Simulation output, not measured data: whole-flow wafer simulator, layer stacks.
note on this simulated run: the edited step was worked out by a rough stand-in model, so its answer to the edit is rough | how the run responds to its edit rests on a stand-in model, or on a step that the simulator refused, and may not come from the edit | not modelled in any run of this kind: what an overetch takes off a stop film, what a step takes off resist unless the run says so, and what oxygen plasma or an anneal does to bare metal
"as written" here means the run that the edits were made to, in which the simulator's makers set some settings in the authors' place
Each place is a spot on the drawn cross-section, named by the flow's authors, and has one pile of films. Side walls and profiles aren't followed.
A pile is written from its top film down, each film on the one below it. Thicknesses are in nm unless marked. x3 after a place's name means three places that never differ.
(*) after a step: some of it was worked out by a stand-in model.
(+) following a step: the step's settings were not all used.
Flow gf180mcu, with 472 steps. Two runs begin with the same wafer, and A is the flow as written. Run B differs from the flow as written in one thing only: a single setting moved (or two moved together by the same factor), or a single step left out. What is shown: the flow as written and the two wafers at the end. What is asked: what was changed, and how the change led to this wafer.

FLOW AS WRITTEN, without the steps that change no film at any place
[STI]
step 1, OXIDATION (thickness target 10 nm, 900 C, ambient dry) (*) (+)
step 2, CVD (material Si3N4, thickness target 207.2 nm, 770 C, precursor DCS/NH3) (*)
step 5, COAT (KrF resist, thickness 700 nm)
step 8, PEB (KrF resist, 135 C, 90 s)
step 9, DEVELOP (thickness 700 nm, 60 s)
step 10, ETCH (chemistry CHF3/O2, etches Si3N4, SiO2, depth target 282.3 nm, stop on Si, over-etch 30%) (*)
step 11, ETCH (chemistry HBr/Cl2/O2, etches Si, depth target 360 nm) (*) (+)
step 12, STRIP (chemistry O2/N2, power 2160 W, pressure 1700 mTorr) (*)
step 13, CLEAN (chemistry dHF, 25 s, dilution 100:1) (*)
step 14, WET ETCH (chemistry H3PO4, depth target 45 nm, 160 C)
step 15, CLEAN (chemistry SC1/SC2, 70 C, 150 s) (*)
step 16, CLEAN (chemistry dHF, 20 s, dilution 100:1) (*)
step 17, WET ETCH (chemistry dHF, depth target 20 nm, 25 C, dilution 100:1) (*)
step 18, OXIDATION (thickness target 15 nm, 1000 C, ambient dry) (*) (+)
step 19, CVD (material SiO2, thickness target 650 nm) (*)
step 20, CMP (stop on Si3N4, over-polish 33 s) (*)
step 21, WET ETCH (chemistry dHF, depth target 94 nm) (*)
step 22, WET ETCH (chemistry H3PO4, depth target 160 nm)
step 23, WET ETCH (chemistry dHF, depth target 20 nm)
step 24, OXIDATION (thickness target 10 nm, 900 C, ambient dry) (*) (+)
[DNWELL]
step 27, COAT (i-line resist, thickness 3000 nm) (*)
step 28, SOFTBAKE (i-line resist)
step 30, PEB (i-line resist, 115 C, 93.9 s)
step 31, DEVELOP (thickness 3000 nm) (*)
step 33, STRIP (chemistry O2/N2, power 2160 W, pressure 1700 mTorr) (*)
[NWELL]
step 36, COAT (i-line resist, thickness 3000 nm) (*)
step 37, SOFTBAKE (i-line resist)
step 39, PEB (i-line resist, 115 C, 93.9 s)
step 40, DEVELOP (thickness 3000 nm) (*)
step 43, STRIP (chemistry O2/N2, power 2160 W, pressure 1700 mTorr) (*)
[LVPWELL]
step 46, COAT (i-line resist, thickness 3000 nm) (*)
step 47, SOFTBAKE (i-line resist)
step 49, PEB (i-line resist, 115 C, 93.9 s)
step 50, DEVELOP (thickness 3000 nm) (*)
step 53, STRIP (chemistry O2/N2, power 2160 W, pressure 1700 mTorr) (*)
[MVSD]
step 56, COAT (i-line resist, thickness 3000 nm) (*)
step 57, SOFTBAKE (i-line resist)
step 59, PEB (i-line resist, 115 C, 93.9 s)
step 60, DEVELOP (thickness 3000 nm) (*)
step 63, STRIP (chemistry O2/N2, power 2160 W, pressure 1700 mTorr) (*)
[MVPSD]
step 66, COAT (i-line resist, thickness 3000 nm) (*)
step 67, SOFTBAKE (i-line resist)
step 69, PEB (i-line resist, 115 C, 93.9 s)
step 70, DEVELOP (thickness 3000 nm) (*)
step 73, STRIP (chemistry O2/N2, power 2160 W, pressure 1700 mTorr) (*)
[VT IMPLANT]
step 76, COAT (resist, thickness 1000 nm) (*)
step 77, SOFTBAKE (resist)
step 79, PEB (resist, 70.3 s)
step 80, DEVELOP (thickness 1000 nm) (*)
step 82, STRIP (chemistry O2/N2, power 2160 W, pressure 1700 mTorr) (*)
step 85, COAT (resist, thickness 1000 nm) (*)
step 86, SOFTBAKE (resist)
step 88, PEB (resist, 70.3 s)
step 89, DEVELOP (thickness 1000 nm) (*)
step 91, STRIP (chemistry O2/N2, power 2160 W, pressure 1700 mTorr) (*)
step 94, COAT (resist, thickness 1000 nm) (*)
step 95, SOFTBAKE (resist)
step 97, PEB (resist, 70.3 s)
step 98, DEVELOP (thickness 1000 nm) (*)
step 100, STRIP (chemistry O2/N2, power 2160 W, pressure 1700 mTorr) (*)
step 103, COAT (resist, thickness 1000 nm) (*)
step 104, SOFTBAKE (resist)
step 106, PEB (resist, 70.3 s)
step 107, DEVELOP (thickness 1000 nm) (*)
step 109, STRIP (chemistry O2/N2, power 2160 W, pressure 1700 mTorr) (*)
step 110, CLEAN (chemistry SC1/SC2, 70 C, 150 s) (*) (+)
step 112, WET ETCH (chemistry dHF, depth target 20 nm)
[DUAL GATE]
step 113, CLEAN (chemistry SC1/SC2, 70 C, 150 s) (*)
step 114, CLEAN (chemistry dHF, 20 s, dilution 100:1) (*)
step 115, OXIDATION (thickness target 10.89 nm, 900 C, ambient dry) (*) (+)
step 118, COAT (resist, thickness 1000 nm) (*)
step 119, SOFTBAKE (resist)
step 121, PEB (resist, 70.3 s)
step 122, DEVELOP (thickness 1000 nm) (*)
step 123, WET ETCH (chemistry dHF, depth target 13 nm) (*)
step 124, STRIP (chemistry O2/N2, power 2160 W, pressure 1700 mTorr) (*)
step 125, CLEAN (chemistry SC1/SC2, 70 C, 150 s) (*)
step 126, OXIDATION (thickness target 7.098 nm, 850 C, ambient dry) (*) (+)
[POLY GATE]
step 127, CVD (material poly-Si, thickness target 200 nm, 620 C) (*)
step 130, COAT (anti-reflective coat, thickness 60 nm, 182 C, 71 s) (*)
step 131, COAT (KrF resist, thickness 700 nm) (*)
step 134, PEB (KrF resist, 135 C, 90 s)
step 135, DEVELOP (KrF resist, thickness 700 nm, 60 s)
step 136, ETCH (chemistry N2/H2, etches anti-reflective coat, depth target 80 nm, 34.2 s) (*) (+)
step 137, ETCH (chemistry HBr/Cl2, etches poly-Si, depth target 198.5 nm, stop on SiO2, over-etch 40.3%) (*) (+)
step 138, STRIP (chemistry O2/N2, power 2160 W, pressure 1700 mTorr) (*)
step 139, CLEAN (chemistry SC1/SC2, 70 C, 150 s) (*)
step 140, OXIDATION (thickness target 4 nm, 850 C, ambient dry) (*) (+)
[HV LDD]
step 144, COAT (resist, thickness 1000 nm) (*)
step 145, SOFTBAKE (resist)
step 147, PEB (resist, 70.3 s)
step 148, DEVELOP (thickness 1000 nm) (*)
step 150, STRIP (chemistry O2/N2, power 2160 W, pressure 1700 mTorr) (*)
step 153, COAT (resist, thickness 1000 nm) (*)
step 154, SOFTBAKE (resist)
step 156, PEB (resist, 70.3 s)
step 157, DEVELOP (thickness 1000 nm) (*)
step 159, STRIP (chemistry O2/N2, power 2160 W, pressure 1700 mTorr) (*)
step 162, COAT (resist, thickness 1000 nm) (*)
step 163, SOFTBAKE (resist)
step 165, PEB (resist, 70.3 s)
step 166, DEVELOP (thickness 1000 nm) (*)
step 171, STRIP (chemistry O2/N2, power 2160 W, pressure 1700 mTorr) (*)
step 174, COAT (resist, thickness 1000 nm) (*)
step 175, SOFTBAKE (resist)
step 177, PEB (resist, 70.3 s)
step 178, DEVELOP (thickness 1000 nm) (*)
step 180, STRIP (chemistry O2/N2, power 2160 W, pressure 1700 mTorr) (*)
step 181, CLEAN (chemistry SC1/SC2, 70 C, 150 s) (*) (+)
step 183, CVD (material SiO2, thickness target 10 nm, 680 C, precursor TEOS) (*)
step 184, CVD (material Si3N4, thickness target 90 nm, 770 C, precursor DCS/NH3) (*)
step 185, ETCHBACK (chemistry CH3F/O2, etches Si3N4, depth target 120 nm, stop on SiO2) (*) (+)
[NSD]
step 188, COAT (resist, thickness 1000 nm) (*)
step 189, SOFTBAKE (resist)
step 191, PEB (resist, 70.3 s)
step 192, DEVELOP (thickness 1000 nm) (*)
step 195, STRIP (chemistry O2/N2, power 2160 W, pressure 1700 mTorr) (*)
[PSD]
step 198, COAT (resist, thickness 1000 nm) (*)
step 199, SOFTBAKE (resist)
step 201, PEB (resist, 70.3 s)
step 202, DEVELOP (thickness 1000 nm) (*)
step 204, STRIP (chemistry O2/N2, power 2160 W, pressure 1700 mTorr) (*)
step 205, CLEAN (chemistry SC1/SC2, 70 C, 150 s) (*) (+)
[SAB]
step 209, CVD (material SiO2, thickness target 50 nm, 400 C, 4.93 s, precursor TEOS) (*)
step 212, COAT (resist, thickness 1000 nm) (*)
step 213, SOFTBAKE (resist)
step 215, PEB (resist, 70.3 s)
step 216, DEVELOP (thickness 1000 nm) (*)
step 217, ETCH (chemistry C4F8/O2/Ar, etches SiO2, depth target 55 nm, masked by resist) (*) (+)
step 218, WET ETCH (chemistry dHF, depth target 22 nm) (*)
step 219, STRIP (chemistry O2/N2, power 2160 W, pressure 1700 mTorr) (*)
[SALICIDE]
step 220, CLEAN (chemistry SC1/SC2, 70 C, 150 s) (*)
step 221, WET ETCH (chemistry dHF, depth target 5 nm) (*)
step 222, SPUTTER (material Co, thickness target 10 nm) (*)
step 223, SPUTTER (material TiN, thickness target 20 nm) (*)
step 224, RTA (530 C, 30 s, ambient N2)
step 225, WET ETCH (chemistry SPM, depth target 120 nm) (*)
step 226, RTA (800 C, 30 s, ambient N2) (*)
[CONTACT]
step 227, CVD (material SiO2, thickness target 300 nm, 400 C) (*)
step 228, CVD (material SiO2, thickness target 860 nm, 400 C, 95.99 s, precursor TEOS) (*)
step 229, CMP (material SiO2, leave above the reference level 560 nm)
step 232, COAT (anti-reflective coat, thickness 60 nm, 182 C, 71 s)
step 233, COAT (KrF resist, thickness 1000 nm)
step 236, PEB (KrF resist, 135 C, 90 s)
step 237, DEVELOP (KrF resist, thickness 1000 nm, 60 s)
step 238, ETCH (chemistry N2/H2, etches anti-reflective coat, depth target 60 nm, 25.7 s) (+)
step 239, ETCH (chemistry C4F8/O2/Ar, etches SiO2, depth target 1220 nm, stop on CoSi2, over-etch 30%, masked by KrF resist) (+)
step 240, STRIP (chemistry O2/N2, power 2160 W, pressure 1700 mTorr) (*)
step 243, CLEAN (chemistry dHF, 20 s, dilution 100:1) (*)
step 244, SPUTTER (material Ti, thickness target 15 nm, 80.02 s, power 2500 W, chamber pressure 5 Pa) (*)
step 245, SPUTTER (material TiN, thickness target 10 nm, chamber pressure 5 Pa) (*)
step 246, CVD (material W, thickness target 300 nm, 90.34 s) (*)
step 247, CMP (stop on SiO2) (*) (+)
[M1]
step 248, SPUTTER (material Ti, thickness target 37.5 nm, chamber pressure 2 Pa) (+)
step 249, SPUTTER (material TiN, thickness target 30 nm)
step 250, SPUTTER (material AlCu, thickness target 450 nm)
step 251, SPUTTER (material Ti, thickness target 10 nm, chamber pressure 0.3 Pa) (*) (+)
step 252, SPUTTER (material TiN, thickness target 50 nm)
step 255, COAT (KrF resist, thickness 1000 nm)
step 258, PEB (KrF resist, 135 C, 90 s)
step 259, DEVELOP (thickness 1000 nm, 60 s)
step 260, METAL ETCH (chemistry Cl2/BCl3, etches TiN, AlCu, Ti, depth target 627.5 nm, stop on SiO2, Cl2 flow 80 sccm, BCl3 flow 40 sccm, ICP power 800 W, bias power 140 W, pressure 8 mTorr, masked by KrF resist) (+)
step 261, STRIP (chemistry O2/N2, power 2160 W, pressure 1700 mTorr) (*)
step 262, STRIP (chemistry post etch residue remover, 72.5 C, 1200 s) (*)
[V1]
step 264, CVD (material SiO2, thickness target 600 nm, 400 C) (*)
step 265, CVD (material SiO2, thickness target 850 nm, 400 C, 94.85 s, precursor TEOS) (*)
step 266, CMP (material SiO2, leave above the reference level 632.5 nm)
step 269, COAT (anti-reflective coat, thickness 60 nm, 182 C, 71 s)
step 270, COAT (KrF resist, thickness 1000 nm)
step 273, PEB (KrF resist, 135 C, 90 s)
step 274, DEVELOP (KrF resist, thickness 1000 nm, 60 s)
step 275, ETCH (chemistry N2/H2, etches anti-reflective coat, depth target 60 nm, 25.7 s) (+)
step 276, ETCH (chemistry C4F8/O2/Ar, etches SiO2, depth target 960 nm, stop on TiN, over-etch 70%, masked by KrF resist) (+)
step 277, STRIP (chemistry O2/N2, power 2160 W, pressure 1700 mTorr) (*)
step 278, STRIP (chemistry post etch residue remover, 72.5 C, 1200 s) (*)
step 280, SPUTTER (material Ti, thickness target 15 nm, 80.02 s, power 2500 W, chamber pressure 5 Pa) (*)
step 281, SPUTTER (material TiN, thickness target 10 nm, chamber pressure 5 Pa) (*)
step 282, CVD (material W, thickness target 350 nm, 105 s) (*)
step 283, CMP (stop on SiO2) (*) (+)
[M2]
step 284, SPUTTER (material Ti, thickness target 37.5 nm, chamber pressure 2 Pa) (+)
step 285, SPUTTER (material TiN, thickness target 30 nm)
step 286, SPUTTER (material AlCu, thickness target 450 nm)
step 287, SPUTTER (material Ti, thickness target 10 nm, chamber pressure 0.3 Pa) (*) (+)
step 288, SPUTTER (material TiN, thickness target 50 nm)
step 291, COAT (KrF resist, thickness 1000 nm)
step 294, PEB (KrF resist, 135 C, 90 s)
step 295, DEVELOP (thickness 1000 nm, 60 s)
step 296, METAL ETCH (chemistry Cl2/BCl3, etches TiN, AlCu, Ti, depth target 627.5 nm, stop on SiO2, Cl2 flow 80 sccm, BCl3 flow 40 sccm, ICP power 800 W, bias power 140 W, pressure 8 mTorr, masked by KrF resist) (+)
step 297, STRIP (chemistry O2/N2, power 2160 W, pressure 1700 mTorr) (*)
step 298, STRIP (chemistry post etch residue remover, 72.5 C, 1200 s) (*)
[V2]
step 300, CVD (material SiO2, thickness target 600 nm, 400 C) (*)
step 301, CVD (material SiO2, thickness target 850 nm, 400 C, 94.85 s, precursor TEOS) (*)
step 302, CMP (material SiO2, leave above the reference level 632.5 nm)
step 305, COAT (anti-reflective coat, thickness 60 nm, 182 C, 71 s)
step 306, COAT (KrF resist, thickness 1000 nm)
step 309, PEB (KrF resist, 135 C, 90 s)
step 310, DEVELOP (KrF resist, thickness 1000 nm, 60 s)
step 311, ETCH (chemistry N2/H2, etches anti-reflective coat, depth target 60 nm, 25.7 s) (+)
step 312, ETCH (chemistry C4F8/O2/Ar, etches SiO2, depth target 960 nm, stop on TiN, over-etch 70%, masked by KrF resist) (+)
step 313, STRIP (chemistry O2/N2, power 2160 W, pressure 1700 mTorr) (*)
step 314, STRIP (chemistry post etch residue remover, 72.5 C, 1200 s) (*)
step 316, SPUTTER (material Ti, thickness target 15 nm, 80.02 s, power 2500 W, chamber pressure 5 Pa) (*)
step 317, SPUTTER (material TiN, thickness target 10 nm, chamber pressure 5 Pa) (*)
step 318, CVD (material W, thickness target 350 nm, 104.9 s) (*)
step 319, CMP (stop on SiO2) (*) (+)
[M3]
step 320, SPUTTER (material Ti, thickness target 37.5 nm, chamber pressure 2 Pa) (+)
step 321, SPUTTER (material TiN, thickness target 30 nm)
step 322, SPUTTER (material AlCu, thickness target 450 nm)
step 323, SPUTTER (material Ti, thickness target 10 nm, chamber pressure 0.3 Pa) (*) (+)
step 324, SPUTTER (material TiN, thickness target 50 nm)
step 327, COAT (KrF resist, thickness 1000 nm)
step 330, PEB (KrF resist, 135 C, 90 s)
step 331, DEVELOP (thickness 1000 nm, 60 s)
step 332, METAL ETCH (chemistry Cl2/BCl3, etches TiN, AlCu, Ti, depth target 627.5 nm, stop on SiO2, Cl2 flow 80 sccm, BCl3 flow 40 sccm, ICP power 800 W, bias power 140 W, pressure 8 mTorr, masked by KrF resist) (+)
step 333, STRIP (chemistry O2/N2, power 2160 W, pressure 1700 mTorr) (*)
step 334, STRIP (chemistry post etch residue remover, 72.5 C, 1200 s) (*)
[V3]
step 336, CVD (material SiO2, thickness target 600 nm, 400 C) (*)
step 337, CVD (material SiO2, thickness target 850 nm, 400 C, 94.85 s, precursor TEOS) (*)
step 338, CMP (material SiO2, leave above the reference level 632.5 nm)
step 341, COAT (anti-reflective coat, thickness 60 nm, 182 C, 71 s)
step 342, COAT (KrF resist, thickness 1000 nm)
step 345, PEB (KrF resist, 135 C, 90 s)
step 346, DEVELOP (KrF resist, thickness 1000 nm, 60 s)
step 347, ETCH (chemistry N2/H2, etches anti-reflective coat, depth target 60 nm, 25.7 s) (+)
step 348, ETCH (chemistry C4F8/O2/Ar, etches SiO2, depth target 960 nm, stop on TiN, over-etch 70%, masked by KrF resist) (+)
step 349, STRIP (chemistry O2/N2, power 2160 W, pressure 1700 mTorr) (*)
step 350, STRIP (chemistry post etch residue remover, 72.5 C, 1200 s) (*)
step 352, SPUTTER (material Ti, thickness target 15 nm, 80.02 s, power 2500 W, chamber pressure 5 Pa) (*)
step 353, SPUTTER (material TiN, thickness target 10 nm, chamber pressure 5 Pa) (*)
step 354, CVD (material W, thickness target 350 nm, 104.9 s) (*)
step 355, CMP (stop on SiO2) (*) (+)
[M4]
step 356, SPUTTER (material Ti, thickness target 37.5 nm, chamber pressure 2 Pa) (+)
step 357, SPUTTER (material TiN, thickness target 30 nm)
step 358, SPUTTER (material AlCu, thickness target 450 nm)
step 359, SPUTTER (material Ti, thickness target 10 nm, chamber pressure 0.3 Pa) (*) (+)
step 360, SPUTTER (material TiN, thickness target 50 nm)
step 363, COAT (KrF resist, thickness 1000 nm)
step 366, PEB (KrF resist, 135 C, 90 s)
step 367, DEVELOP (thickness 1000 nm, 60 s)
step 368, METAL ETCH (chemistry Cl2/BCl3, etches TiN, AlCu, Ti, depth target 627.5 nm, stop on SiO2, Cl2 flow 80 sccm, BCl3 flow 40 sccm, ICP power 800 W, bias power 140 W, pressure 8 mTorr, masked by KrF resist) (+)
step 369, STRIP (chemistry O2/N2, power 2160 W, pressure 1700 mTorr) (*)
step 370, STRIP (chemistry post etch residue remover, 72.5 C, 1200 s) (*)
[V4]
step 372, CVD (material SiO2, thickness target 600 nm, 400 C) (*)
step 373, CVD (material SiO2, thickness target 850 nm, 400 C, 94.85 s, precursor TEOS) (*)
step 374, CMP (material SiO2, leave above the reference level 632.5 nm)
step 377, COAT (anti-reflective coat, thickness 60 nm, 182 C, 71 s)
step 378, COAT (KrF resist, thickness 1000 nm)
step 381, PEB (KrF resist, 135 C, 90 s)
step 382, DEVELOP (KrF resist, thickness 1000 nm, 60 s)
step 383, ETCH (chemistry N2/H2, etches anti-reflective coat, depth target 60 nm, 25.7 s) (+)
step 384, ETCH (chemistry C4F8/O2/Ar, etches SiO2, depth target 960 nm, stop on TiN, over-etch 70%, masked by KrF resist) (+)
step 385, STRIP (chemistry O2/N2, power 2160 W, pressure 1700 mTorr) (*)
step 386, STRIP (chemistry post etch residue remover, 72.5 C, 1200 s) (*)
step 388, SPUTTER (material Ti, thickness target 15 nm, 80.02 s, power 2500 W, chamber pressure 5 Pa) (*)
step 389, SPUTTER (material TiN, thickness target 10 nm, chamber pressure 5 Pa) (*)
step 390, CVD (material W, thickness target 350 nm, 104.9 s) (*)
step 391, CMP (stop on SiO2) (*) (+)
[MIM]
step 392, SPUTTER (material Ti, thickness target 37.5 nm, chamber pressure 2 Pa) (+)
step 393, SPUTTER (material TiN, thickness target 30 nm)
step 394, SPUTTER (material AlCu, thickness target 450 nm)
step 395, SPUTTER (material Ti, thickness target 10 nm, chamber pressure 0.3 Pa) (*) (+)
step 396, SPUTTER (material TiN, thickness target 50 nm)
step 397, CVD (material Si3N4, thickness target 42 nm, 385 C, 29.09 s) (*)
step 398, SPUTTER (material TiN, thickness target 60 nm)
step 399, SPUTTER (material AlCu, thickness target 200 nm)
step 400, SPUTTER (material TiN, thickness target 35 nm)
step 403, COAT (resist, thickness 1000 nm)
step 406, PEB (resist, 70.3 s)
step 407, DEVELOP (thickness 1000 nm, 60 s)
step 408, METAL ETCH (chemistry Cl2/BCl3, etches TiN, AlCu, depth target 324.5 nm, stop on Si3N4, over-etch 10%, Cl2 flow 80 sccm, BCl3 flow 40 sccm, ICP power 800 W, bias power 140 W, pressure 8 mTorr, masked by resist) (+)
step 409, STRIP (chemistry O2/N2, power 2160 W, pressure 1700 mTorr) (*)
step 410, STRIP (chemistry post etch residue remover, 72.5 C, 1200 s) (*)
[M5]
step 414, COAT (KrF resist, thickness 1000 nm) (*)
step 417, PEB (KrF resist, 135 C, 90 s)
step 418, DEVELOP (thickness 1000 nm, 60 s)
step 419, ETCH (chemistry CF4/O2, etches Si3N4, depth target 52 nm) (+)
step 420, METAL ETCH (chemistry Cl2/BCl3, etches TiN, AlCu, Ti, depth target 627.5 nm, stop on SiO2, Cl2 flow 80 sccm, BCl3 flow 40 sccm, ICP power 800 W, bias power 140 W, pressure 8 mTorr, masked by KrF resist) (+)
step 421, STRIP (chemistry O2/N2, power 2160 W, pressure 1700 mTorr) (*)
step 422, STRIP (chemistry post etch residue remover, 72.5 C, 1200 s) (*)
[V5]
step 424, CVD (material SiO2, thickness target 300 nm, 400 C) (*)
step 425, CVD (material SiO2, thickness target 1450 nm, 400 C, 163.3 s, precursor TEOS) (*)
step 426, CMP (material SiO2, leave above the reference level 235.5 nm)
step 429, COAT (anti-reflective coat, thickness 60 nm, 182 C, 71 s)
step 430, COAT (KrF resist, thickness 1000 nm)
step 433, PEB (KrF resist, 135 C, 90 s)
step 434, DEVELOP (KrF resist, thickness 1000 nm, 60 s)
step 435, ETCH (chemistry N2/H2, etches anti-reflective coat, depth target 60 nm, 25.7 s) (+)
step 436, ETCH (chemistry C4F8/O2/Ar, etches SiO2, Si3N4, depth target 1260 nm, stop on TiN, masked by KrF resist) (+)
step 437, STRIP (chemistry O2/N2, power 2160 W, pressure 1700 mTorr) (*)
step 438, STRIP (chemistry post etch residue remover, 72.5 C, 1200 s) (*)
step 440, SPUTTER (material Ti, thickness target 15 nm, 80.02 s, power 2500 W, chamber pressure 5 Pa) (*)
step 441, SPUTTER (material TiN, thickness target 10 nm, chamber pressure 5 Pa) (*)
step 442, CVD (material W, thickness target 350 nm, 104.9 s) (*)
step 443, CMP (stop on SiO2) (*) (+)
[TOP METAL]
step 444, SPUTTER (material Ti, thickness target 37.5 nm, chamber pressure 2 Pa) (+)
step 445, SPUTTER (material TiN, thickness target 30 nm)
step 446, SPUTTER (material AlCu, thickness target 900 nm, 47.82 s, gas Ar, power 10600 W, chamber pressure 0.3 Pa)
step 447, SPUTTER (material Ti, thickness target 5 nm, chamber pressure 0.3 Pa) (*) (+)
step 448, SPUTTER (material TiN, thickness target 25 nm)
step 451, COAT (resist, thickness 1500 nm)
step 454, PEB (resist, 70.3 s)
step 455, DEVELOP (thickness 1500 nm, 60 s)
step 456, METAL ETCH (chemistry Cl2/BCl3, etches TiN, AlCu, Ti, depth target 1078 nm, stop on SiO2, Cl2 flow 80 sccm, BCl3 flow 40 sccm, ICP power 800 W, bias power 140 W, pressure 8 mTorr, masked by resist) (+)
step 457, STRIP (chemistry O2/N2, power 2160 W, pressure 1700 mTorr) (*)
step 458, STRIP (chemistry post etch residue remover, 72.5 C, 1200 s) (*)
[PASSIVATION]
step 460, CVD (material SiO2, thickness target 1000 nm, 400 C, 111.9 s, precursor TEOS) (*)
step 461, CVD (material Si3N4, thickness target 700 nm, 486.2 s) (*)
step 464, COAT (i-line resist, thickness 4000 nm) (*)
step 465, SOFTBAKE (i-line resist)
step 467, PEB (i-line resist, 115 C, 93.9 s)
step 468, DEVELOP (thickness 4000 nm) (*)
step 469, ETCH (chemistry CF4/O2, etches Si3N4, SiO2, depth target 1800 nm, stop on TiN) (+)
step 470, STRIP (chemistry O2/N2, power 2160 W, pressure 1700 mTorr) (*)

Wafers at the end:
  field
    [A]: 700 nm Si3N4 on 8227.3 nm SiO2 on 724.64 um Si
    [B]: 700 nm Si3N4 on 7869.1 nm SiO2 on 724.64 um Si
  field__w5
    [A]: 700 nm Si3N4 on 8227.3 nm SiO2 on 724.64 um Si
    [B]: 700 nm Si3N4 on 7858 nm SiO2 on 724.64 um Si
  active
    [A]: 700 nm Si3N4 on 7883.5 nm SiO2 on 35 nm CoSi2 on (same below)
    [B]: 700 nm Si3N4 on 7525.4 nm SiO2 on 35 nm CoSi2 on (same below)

What caused this: step 425, CVD: thickness target 783 nm was run, while the flow as written has thickness target 1450 nm; step 425, CVD: 88.17 s was run, where the flow has 163.3 s.

The path from the change to this, step by step:
  step 425, CVD (material SiO2, thickness target 1450 nm, 400 C, 163.3 s, precursor TEOS) (*)
      field, field__w1, field__w4 and 100 more: A SiO2 gains 1450 | B SiO2 gains 791.5
      field__w2, field__w3, field__w12 and 6 more: A SiO2 gains 1421.8 | B SiO2 gains 776.7
  step 426, CMP (material SiO2, leave above the reference level 235.5 nm)
      field, field__w1, field__w5 and 92 more: A SiO2 loses 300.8 | B nothing
      field__w2, field__w3, field__w12 and 6 more: A SiO2 loses 272.7 | B nothing
      (also at 8 further places)
  step 429, COAT (anti-reflective coat, thickness 60 nm, 182 C, 71 s)
      field_sub, field_sub__w2, field_sub__w3 and 6 more: A anti-reflective coat gains 60 (new film) | B anti-reflective coat gains 61.5 (new film)
      p_well, sti, spacer, sd_n, pad, dice_street: A anti-reflective coat gains 60 (new film) | B anti-reflective coat gains 62.6 (new film)
      (also at 57 further places)
  step 430, COAT (KrF resist, thickness 1000 nm)
      field: A KrF resist gains 1000 (new film) | B KrF resist gains 933.8 (new film)
      field__w7: A KrF resist gains 1000 (new film) | B KrF resist gains 1083.5 (new film)
      (also at 26 further places)
  step 433, PEB (KrF resist, 135 C, 90 s)
      field__w7, gate_p: A KrF resist loses 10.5 | B KrF resist loses 11.9
      m1, nw_sep_fld: A KrF resist loses 10.5 | B KrF resist loses 7.04
      (also at 17 further places)
  step 434, DEVELOP (KrF resist, thickness 1000 nm, 60 s)
      contact: A KrF resist loses 989.5 (all of it) | B KrF resist loses 779.6 (all of it)
  step 435, ETCH (chemistry N2/H2, etches anti-reflective coat, depth target 60 nm, 25.7 s) (+)
      contact: A anti-reflective coat loses 60 (all of it), SiO2 loses 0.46 | B anti-reflective coat loses 11 (all of it), SiO2 loses 1.72
  step 437, STRIP (chemistry O2/N2, power 2160 W, pressure 1700 mTorr) (*)
      p_well, sti, spacer, sd_n, pad, dice_street: A KrF resist loses 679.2 (all of it), anti-reflective coat loses 60 (all of it) | B KrF resist loses 679.9 (all of it), anti-reflective coat loses 62.6 (all of it)
      field_sub__w3, ld_drn_n, ld_fp_p: A KrF resist loses 679.2 (all of it), anti-reflective coat loses 60 (all of it) | B KrF resist loses 682.5 (all of it), anti-reflective coat loses 61.5 (all of it)
      (also at 63 further places)
  step 440, SPUTTER (material Ti, thickness target 15 nm, 80.02 s, power 2500 W, chamber pressure 5 Pa) (*)
      field__w2: A Ti gains 15 (new film) | B Ti gains 14.3 (new film)
      contact: A Ti gains 8.12 (new film) | B Ti gains 9.99 (new film)
  step 441, SPUTTER (material TiN, thickness target 10 nm, chamber pressure 5 Pa) (*)
      contact: A TiN gains 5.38 (new film) | B TiN gains 6.64 (new film)
  step 442, CVD (material W, thickness target 350 nm, 104.9 s) (*)
      contact: A W gains 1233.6 (new film) | B W gains 872.8 (new film)
  step 443, CMP (stop on SiO2) (*) (+)
      field__w3, field__w12, npoly_sal, ppoly_sal, nw_sep_fld, gate_hv5, gate_p_hv5, sti_nw: A W loses 350 (all of it), TiN loses 10 (all of it), Ti loses 15 (all of it), SiO2 loses 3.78 | B W loses 350 (all of it), TiN loses 10 (all of it), Ti loses 4.48
      field__w2: A W loses 350 (all of it), TiN loses 10 (all of it), Ti loses 15 (all of it), SiO2 loses 3.78 | B W loses 350.6 (all of it), TiN loses 9.52 (all of it), Ti loses 3.82
      (also at 7 further places)
  step 444, SPUTTER (material Ti, thickness target 37.5 nm, chamber pressure 2 Pa) (+)
      field__w2, field__w3, field__w12 and 6 more: A Ti gains 37.5 (new film) | B Ti gains 37
  step 445, SPUTTER (material TiN, thickness target 30 nm)
      field__w2, field__w3, field__w12 and 6 more: A TiN gains 30 (new film) | B TiN gains 29.1 (new film)
  step 447, SPUTTER (material Ti, thickness target 5 nm, chamber pressure 0.3 Pa) (*) (+)
      field__w2: A Ti gains 5 (new film) | B Ti gains 4.27 (new film)
  step 448, SPUTTER (material TiN, thickness target 25 nm)
      field__w3, field__w12, npoly_sal, ppoly_sal, nw_sep_fld, gate_hv5, gate_p_hv5, sti_nw: A TiN gains 25 (new film) | B TiN gains 24.2 (new film)
      field__w2: A TiN gains 25 (new film) | B TiN gains 21.3 (new film)
  ... 9 other steps ...
  step 470, STRIP (chemistry O2/N2, power 2160 W, pressure 1700 mTorr) (*)
      field__w8, m1__w1: A i-line resist loses 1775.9 (all of it) | B i-line resist loses 1446.1 (all of it)
      m1: A i-line resist loses 1798.9 (all of it) | B i-line resist loses 1461.1 (all of it)
      (also at 3 further places)
